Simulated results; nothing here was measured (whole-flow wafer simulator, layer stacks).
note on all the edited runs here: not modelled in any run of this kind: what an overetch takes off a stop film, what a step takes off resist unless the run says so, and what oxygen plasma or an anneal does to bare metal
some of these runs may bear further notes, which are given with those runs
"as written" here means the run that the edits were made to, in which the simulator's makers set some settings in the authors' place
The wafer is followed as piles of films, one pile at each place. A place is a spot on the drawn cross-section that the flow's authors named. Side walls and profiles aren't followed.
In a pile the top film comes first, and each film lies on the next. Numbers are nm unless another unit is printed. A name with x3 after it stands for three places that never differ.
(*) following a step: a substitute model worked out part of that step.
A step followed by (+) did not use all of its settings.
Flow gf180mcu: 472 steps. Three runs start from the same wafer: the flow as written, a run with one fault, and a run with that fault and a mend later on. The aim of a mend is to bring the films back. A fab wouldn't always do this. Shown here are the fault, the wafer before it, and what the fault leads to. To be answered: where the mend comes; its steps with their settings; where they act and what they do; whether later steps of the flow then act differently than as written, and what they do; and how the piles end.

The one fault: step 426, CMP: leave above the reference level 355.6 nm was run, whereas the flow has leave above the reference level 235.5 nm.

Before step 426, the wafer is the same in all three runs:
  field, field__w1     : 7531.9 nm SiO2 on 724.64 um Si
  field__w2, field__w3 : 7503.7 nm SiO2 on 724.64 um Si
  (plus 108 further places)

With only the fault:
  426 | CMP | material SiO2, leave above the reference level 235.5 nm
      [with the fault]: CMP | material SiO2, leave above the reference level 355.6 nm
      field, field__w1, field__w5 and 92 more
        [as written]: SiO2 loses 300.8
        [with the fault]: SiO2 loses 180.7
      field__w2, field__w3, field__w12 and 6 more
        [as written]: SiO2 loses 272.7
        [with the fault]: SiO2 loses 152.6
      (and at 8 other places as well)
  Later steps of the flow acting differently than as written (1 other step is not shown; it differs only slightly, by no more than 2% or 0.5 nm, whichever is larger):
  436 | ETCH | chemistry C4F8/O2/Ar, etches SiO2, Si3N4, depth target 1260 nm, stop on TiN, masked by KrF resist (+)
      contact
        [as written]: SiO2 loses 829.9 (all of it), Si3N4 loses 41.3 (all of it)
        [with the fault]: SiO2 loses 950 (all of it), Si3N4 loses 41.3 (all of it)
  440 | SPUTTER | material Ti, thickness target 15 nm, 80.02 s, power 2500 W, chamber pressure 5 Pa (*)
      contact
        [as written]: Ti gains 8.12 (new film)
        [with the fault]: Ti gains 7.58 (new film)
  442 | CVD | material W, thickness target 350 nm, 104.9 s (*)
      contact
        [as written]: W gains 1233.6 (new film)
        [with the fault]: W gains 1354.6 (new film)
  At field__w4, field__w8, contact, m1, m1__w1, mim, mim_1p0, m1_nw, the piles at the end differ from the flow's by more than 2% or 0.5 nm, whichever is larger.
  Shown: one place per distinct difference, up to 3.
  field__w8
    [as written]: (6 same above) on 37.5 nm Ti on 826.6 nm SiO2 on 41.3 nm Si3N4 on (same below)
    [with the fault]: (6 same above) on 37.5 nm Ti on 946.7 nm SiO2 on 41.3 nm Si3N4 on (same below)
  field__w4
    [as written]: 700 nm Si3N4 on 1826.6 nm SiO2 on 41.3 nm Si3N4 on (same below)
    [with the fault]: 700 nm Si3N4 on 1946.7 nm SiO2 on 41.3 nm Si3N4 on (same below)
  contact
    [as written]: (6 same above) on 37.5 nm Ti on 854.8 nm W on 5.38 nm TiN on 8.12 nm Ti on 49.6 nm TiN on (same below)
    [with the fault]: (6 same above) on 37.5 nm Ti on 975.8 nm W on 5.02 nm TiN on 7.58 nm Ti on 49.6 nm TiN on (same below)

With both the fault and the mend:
  After step 434 comes the mend.
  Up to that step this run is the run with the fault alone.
  434a | STRIP | chemistry O2/N2, power 2160 W, pressure 1700 mTorr (*)
      field, field__w1, field__w2 and 108 more
        KrF resist loses 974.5 (all of it), anti-reflective coat loses 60 (all of it)
      contact
        anti-reflective coat loses 60 (all of it)
  434b | CMP | material SiO2, leave above the reference level 235.5 nm (the flow's step 426, run once more)
      field, field__w1, field__w2 and 109 more
        SiO2 loses 120.1
  434c | HMDS | 120 C, 60 s (the flow's step 428, run once more)
      alters no film at any place that is followed
  434d | COAT | anti-reflective coat, thickness 60 nm, 182 C, 71 s (the flow's step 429, run once more)
      field, field__w1, field__w2 and 109 more
        anti-reflective coat gains 60 (new film)
  434e | COAT | KrF resist, thickness 1000 nm (the flow's step 430, run once more)
      field, field__w1, field__w2 and 109 more
        KrF resist gains 1000 (new film)
  434f | SOFTBAKE | KrF resist (the flow's step 431, run once more)
      alters no film at any place that is followed
  434g | EXPOSE | photomask Via5 (the flow's step 432, run once more)
      alters no film at any place that is followed
  434h | PEB | KrF resist, 135 C, 90 s (the flow's step 433, run once more)
      field, field__w1, field__w2 and 109 more
        KrF resist loses 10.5
  434i | DEVELOP | KrF resist, thickness 1000 nm, 60 s (the flow's step 434, run once more)
      field, field__w1, field__w2 and 108 more
        KrF resist loses 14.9
      contact
        KrF resist loses 989.5 (all of it)
  None of the later steps of the flow acts differently than as written at any place that is followed.
  By the end, the piles equal the flow's at every place that both follow.
